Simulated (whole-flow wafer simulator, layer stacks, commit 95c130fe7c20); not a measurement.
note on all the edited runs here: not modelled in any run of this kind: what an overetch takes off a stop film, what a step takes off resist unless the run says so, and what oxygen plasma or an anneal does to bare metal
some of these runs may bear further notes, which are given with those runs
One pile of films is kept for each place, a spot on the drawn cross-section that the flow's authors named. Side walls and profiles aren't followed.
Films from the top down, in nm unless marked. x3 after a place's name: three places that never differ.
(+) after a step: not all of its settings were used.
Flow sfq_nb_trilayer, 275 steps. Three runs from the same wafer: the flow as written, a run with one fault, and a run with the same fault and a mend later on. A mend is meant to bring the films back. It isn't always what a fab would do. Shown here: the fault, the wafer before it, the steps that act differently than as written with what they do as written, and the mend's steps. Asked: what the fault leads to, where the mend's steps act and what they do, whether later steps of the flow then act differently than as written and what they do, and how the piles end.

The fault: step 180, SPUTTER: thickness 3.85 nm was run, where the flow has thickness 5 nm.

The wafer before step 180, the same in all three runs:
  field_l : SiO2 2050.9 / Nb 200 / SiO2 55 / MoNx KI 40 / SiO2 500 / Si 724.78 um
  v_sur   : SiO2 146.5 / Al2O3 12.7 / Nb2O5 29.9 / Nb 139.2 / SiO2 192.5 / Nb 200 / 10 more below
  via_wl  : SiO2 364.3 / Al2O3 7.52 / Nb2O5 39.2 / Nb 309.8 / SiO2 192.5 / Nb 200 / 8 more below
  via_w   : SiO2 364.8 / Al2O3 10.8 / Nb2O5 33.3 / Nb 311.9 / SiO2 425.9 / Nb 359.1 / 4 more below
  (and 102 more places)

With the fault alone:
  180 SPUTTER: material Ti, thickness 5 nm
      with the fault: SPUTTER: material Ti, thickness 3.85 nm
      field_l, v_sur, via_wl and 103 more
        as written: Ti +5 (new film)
        with the fault: Ti +3.85 (new film)
  Later steps of the flow that act differently than as written (18 more steps differ only slightly, by at most 2% or 0.5 nm, whichever is larger, and aren't shown):
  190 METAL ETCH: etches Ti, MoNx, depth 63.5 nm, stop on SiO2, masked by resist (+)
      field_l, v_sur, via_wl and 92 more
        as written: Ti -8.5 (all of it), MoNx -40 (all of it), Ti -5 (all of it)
        with the fault: Ti -8.5 (all of it), MoNx -40 (all of it), Ti -3.85 (all of it)
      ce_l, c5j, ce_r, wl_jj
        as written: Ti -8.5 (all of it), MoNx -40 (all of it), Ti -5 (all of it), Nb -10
        with the fault: Ti -8.5 (all of it), MoNx -40 (all of it), Ti -3.85 (all of it), Nb -11.2
  At the end the piles differ from the flow's by more than 2% or 0.5 nm, whichever is larger, at be_r, r_sur, res, r_end, r5r_line_l, r5r_line_c, r5r_line_r.
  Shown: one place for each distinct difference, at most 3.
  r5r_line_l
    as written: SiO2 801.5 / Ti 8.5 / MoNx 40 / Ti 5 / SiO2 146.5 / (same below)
    with the fault: SiO2 802.6 / Ti 8.5 / MoNx 40 / Ti 3.85 / SiO2 146.5 / (same below)
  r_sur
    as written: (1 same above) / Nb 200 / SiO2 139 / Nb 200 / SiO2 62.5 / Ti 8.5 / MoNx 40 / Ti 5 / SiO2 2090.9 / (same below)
    with the fault: (1 same above) / Nb 200 / SiO2 140.2 / Nb 200 / SiO2 62.5 / Ti 8.5 / MoNx 40 / Ti 3.85 / SiO2 2090.9 / (same below)
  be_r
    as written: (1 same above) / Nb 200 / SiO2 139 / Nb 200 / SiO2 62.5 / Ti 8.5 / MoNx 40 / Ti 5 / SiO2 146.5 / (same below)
    with the fault: (1 same above) / Nb 200 / SiO2 140.2 / Nb 200 / SiO2 62.5 / Ti 8.5 / MoNx 40 / Ti 3.85 / SiO2 146.5 / (same below)

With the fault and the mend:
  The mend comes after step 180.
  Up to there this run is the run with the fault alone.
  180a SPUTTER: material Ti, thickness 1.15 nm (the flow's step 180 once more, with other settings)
      field_l, v_sur, via_wl and 103 more
        Ti +1.15
  No later step of the flow acts differently than as written at any place that is followed.
  At the end the piles are the same as the flow's at every place that both follow.
